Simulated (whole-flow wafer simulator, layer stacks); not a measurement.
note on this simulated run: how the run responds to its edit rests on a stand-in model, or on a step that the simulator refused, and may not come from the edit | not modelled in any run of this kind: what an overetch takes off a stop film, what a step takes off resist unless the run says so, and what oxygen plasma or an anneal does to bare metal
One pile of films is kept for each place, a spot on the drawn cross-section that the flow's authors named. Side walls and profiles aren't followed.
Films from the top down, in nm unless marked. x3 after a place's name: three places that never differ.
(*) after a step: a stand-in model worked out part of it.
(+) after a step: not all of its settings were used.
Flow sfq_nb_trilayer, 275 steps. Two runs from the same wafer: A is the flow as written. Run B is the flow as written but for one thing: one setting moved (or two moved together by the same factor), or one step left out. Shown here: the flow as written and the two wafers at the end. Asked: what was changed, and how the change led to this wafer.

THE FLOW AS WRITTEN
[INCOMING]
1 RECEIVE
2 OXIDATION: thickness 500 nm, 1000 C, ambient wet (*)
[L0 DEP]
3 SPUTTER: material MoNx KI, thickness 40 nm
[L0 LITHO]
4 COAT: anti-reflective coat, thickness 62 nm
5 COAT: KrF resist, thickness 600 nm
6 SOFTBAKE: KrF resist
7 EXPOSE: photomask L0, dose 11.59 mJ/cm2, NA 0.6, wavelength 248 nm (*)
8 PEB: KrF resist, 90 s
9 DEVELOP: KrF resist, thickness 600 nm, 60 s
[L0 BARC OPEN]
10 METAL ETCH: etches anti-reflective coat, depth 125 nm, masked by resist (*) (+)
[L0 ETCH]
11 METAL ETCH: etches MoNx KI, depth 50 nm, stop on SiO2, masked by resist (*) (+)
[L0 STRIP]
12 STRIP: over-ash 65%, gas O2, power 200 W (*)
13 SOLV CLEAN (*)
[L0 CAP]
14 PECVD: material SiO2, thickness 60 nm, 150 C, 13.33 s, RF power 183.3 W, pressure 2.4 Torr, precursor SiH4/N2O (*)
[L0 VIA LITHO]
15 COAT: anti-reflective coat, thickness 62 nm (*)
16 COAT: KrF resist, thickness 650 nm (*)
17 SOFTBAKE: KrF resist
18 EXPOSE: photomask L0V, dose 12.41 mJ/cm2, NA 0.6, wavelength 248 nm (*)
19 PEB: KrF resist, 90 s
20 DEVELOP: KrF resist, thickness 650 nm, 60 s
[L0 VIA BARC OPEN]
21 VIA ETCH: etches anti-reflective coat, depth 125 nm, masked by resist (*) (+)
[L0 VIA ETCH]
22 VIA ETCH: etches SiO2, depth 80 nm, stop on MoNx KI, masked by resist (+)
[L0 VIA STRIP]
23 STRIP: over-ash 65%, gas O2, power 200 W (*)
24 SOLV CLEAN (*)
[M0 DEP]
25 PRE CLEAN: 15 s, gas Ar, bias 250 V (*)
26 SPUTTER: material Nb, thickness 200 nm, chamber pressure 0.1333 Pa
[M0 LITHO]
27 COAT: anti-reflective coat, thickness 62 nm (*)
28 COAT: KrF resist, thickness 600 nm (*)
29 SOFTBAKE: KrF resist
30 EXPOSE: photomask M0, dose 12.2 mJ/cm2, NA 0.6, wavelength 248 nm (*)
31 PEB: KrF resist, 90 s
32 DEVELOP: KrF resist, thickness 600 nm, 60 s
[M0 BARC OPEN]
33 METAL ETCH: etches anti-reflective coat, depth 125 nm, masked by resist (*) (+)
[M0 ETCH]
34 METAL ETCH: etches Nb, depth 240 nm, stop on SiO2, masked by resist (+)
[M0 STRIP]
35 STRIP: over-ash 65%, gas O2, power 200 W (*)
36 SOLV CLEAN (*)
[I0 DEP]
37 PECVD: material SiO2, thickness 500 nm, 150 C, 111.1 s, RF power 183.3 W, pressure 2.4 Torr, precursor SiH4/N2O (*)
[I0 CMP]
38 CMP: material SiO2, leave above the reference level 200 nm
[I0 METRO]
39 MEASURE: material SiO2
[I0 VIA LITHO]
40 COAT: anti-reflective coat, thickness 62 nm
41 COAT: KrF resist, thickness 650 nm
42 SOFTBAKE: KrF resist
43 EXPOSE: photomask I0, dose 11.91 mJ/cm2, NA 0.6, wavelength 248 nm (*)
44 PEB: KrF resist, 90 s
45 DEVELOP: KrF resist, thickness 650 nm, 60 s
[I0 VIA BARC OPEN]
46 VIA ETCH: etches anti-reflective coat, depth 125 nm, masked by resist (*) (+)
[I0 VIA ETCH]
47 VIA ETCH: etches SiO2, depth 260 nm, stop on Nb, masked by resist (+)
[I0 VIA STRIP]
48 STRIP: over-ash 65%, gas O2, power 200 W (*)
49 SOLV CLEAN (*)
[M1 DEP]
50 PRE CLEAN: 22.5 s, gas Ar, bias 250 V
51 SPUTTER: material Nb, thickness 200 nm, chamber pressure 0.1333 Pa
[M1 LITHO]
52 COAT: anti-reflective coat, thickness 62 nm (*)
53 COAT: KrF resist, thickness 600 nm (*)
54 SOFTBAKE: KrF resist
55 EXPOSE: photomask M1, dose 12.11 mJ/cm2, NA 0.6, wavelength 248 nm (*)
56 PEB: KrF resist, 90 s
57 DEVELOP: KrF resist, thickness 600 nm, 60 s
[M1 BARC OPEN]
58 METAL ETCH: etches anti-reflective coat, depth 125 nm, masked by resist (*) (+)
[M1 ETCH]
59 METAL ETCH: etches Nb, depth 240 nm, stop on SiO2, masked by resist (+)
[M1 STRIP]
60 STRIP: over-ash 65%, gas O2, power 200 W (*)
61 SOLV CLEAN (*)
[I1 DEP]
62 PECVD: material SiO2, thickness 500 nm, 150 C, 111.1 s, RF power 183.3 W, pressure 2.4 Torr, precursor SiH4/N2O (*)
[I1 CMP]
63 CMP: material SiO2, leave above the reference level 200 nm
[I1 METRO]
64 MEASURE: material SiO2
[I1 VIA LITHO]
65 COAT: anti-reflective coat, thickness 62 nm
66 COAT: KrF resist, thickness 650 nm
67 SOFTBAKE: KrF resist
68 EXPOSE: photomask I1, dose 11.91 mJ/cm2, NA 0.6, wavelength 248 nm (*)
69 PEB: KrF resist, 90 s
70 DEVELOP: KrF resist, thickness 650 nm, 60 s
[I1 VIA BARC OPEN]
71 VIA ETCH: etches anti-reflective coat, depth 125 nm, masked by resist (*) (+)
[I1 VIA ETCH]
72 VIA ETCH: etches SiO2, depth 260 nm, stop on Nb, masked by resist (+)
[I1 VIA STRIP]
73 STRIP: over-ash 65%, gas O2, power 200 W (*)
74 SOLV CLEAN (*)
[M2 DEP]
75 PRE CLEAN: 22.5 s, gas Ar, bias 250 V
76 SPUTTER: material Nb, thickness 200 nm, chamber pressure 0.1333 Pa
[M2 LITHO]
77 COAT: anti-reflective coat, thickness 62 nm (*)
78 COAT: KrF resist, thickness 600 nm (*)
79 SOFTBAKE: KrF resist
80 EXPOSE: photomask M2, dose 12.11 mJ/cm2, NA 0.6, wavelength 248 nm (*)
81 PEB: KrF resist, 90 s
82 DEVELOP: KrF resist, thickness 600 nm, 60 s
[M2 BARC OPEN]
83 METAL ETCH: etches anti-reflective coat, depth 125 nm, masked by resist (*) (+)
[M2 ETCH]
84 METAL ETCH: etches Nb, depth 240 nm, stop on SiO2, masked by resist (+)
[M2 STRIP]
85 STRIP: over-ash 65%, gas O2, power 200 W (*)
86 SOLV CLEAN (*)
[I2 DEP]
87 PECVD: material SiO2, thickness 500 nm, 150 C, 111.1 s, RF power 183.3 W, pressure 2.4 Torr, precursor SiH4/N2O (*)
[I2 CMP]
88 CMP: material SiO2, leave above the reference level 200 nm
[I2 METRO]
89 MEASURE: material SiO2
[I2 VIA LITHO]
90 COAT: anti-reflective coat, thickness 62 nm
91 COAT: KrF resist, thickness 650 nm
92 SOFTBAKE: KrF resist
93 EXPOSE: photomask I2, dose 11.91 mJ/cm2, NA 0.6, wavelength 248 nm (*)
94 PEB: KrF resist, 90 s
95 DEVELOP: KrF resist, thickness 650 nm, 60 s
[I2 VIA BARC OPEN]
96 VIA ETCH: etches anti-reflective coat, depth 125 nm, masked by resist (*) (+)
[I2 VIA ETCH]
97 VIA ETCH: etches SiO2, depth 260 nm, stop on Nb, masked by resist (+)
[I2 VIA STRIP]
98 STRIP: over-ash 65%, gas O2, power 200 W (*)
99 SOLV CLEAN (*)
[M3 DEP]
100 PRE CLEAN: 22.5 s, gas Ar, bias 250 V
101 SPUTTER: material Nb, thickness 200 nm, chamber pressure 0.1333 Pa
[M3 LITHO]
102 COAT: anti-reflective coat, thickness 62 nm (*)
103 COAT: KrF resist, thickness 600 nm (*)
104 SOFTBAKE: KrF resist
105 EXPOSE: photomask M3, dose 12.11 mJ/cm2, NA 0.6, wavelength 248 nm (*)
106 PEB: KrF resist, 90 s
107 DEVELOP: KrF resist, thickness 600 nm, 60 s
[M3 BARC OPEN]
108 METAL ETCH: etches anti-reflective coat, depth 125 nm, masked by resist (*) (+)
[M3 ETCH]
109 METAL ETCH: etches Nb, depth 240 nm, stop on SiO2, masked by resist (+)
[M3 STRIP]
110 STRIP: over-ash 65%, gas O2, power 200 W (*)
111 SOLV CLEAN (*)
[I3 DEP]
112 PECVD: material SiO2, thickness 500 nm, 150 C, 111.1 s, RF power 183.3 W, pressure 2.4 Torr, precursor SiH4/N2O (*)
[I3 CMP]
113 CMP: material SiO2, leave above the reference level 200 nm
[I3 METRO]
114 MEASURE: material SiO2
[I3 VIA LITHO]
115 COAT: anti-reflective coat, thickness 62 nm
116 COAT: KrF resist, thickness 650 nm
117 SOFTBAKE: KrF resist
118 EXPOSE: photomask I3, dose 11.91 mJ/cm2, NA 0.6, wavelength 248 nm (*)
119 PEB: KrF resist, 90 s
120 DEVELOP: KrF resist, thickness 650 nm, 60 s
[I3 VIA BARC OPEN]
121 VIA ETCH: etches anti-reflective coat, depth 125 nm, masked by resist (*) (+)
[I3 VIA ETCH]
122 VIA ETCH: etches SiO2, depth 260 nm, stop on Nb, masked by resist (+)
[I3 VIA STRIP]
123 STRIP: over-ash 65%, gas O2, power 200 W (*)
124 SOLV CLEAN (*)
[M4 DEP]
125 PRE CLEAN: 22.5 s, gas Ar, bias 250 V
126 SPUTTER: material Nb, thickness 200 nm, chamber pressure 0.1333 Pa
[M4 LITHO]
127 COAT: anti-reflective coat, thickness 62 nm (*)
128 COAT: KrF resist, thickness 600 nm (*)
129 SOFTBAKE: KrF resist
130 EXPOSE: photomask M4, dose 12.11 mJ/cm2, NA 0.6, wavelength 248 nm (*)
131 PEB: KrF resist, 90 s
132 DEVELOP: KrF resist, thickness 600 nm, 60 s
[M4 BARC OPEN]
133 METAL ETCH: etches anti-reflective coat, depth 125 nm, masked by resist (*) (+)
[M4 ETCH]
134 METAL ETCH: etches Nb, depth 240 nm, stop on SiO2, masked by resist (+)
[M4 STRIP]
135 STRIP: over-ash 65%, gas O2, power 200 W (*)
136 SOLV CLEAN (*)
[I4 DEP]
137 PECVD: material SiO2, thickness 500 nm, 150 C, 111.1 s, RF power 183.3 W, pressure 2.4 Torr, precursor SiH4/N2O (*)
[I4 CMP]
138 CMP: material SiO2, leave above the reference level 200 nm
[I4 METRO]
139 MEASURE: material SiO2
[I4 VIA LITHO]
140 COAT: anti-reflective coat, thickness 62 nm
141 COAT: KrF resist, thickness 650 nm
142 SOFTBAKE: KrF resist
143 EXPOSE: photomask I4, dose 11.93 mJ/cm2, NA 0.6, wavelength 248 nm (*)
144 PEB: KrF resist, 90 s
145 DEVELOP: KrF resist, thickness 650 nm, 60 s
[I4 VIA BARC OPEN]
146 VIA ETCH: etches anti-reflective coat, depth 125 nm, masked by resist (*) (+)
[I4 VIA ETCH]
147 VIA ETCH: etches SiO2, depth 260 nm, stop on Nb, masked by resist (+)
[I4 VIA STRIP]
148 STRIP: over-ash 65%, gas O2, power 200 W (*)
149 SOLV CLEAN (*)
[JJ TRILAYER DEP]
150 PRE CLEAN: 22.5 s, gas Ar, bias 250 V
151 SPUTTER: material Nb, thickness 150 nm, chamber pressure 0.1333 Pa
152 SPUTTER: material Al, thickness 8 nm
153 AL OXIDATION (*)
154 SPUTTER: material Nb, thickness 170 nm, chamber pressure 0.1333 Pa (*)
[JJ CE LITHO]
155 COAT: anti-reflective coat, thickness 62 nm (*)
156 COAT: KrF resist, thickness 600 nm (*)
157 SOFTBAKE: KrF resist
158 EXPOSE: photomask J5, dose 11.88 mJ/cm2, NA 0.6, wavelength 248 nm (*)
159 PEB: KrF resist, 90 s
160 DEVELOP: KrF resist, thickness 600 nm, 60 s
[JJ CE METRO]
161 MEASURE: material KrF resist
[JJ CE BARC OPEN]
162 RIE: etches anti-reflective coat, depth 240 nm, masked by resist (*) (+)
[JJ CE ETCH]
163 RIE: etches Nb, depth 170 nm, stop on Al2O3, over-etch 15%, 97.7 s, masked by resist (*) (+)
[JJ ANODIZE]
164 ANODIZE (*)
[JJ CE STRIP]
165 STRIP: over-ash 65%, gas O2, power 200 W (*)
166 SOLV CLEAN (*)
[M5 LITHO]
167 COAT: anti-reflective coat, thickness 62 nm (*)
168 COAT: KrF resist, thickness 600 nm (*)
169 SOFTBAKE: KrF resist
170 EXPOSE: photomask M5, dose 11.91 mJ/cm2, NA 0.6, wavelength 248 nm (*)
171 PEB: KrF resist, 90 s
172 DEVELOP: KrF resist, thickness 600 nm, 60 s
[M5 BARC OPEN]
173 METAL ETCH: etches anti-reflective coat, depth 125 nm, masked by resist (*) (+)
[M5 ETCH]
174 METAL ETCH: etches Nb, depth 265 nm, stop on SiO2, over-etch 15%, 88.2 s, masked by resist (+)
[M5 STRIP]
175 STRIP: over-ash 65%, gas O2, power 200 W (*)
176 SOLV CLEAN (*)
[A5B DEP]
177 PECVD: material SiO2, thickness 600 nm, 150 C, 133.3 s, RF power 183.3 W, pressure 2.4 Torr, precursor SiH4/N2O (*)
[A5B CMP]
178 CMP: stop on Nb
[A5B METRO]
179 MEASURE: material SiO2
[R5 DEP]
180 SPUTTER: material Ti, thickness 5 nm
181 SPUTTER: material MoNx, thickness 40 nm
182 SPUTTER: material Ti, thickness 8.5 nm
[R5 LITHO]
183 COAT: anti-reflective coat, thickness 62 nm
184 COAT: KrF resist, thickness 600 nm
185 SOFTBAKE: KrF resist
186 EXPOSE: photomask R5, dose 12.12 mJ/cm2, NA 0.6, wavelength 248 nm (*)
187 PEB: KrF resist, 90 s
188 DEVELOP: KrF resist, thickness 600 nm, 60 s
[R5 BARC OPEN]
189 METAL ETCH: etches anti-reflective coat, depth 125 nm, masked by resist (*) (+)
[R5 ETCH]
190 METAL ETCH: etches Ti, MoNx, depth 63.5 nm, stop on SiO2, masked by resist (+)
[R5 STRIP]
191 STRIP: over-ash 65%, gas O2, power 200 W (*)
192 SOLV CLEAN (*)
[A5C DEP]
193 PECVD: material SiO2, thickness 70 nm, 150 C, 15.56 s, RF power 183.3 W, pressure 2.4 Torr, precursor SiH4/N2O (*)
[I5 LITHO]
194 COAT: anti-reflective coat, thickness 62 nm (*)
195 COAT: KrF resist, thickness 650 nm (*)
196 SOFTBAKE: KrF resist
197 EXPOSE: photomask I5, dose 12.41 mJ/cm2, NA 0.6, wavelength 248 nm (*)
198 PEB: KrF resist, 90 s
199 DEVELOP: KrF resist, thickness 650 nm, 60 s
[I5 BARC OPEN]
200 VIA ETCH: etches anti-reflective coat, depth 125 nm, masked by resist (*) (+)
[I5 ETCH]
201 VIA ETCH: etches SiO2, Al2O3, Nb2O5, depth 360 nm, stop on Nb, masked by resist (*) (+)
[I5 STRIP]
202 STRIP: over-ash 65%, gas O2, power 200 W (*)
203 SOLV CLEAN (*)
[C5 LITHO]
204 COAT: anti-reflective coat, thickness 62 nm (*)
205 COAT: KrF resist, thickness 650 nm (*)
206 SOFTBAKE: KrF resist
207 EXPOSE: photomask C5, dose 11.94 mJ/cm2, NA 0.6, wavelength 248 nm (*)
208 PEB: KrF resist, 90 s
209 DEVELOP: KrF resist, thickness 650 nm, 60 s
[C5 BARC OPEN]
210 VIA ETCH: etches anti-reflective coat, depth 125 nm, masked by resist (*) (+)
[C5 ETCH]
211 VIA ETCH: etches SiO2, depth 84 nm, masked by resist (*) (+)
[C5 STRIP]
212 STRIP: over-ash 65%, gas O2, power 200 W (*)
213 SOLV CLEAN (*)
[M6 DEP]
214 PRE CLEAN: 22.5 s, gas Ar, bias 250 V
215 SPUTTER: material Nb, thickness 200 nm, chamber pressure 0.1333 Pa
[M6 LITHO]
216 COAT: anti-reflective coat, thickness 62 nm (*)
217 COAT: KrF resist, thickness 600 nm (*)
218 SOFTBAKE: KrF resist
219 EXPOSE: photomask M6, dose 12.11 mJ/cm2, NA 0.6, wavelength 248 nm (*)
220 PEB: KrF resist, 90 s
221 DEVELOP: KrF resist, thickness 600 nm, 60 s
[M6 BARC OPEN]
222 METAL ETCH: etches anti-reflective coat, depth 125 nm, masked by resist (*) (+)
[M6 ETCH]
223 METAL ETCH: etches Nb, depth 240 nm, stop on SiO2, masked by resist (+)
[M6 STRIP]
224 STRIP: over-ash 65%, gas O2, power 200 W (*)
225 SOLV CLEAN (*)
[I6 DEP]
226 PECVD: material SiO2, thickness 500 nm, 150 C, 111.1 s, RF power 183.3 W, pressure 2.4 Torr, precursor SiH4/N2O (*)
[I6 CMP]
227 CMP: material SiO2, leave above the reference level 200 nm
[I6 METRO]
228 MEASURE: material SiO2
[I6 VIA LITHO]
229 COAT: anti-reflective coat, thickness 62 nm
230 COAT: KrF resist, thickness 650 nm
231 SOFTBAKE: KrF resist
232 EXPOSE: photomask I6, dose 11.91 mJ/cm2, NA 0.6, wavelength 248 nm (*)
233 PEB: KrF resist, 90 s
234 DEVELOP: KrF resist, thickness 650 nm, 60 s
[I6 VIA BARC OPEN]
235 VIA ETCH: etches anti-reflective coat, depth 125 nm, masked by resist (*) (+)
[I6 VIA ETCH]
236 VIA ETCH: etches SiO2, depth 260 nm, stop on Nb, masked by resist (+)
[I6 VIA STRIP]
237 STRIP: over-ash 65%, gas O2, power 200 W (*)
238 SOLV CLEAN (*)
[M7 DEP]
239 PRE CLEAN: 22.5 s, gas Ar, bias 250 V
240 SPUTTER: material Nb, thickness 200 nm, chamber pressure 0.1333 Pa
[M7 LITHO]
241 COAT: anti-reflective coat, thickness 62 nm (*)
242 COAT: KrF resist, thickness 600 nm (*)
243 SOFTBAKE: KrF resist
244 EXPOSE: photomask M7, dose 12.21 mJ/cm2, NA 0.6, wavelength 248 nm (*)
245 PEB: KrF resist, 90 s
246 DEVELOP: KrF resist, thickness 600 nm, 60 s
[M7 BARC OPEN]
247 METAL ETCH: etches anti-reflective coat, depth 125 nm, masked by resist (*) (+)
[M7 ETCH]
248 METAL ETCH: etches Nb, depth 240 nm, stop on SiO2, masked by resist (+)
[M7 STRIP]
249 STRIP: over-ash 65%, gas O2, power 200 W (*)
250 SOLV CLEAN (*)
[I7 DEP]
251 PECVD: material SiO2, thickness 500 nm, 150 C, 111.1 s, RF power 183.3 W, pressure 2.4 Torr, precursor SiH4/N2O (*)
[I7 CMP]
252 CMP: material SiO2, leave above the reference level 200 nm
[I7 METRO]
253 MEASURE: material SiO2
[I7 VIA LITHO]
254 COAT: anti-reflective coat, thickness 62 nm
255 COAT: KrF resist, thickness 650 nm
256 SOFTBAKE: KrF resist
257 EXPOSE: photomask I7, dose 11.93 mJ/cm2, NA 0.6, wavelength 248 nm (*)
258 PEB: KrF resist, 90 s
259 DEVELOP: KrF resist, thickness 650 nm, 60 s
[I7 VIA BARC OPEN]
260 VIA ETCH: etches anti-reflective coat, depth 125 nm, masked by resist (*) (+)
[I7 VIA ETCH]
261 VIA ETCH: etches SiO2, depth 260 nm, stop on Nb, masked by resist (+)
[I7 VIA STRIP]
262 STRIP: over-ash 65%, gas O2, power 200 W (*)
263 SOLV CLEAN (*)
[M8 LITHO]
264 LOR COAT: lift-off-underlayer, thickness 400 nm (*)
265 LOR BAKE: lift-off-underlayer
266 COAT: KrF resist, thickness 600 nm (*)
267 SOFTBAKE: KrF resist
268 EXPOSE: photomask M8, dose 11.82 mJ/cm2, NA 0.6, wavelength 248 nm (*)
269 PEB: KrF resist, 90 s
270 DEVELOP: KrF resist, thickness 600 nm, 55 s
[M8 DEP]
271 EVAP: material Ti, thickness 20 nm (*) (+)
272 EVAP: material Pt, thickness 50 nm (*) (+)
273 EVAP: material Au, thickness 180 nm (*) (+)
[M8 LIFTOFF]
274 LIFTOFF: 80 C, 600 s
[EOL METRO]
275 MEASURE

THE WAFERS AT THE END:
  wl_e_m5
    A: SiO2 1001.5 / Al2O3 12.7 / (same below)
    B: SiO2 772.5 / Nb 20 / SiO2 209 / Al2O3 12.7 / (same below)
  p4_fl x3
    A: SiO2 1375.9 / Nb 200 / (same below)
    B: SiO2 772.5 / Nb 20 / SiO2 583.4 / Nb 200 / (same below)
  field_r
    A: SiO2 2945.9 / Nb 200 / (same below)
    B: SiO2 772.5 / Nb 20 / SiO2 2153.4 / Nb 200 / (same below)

The cause: step 223, METAL ETCH: depth 180 nm was run, where the flow has depth 240 nm.

How the change led to this, step by step:
  223 METAL ETCH: etches Nb, depth 240 nm, stop on SiO2, masked by resist (+)
      field_l, gap, moat and 76 more: A Nb -200 (all of it) | B Nb -180
      v_sur, via_wl, via_w and 24 more: A KrF resist -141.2 | B KrF resist -105.9
  224 STRIP: over-ash 65%, gas O2, power 200 W (*)
      wl_j_sl, wl_j_sr: A KrF resist -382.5 (all of it), anti-reflective coat -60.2 (all of it) | B KrF resist -417.8 (all of it), anti-reflective coat -60.2 (all of it)
      wl_c_m6, wl_f_m6: A KrF resist -382.3 (all of it), anti-reflective coat -62 (all of it) | B KrF resist -417.6 (all of it), anti-reflective coat -62 (all of it)
      (and at 23 more places)
  226 PECVD: material SiO2, thickness 500 nm, 150 C, 111.1 s, RF power 183.3 W, pressure 2.4 Torr, precursor SiH4/N2O (*)
      field_l, p4_fl x3, p4_w1 x9 and 52 more: A SiO2 +500 | B SiO2 +500 (new film)
      moat, field_r, lsp_l, ln_m5, lsp_m: A SiO2 +493.6 | B SiO2 +494.2 (new film)
      (and at 9 more places)
  227 CMP: material SiO2, leave above the reference level 200 nm
      field_l, p4_fl x3, p4_w1 x9 and 49 more: A SiO2 -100 | B SiO2 -120
      moat, field_r, lsp_l, ln_m5, lsp_m: A SiO2 -93.6 | B SiO2 -114.2
      (and at 8 more places)
Counting metal films that touch as one body, wl_e_m5 has 7 bodies (between them, from the top down: SiO2 209 / Al2O3 12.7 / Nb2O5 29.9; SiO2 192.5; SiO2 192.5; SiO2 192.5; SiO2 192.5; SiO2 192.5); the flow as written gives 6 bodies (between them, from the top down: SiO2 192.5; SiO2 192.5; SiO2 192.5; SiO2 192.5; SiO2 192.5).
Counting metal films that touch as one body, p4_fl x3 has 3 bodies (between them, from the top down: SiO2 583.4; SiO2 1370); the flow as written gives 2 bodies (between them, from the top down: SiO2 1370).
Counting metal films that touch as one body, field_r has 2 bodies (between them, from the top down: SiO2 2153.4); the flow as written gives 1 body.
